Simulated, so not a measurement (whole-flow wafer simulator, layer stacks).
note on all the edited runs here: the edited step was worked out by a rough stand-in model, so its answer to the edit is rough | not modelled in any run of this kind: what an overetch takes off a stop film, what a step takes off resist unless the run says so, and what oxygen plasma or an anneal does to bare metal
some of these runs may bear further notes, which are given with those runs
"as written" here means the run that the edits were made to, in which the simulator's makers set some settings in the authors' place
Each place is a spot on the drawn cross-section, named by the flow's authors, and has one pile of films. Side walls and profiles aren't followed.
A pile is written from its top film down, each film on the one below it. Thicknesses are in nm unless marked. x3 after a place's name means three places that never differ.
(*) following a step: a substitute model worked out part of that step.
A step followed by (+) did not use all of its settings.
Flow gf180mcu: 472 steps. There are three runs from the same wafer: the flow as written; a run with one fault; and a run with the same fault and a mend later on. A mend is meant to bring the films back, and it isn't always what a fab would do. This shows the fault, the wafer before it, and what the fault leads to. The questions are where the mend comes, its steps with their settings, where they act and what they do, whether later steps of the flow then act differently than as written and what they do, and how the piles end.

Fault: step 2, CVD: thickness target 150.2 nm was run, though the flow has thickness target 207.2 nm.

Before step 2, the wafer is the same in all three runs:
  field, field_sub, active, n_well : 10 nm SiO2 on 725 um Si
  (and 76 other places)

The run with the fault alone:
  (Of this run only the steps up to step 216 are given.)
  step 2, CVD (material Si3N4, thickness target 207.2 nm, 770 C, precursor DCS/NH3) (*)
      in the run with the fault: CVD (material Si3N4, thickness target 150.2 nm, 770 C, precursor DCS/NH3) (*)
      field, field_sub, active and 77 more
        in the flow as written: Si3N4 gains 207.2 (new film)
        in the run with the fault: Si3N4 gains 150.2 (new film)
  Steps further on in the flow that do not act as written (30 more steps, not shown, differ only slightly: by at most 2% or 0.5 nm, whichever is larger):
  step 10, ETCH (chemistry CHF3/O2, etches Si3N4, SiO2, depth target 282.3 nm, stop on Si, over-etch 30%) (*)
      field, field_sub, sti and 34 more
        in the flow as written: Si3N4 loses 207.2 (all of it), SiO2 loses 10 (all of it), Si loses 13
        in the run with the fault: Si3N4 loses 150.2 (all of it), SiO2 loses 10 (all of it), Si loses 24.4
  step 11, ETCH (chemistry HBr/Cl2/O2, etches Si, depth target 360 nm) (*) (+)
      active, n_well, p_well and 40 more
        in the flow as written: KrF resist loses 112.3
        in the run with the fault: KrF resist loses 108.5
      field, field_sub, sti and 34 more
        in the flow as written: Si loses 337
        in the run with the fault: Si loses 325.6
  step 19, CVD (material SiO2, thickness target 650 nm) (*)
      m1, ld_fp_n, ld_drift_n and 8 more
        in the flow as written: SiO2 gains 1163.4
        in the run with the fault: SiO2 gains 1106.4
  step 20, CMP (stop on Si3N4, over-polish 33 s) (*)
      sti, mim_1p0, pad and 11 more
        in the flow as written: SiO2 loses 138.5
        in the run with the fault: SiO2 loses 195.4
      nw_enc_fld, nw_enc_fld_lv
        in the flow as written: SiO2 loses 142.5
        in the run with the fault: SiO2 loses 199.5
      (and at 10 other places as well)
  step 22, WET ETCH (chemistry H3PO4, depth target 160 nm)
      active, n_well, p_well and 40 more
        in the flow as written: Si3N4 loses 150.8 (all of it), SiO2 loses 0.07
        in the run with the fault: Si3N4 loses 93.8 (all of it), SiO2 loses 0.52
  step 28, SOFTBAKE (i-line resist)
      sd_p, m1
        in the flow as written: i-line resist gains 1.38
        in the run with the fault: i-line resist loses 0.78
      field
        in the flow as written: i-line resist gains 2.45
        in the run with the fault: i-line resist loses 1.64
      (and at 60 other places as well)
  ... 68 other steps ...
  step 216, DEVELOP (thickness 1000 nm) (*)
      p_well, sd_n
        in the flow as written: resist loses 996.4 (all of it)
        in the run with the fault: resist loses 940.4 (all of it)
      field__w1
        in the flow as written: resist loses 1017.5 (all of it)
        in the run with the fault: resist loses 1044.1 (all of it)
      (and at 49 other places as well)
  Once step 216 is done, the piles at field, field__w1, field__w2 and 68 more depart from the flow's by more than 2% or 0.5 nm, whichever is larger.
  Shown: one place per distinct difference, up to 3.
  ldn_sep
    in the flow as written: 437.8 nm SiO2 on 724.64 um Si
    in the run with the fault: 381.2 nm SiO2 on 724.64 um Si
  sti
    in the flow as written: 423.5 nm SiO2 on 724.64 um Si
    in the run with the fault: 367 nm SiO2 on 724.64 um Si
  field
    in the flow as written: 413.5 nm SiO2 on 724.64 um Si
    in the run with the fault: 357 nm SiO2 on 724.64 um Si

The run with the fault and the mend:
  After step 9 comes the mend.
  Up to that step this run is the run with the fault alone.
  step 9a, STRIP (chemistry O2/N2, power 2160 W, pressure 1700 mTorr) (*)
      active, n_well, p_well and 40 more
        KrF resist loses 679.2 (all of it)
  step 9b, CVD (material Si3N4, thickness target 56.97 nm, 770 C, precursor DCS/NH3) (*) (a further turn of the flow's step 2, with different settings)
      field, field_sub, active and 77 more
        Si3N4 gains 57
  step 9c, HMDS (120 C, 60 s) (a further turn of the flow's step 4)
      leaves every film unchanged at each place that is followed
  step 9d, COAT (KrF resist, thickness 700 nm) (a further turn of the flow's step 5)
      field, field_sub, active and 77 more
        KrF resist gains 700 (new film)
  step 9e, SOFTBAKE (KrF resist) (a further turn of the flow's step 6)
      leaves every film unchanged at each place that is followed
  step 9f, EXPOSE (photomask COMP) (a further turn of the flow's step 7)
      leaves every film unchanged at each place that is followed
  step 9g, PEB (KrF resist, 135 C, 90 s) (a further turn of the flow's step 8)
      field, field_sub, active and 77 more
        KrF resist loses 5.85
  step 9h, DEVELOP (thickness 700 nm, 60 s) (a further turn of the flow's step 9)
      active, n_well, p_well and 40 more
        KrF resist loses 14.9
      field, field_sub, sti and 34 more
        KrF resist loses 694.2 (all of it)
  None of the later steps of the flow differs from how it acts as written, at any place that is followed, by more than 2% or 0.5 nm, whichever is larger.
  The piles end the same as the flow's at every place that both follow.
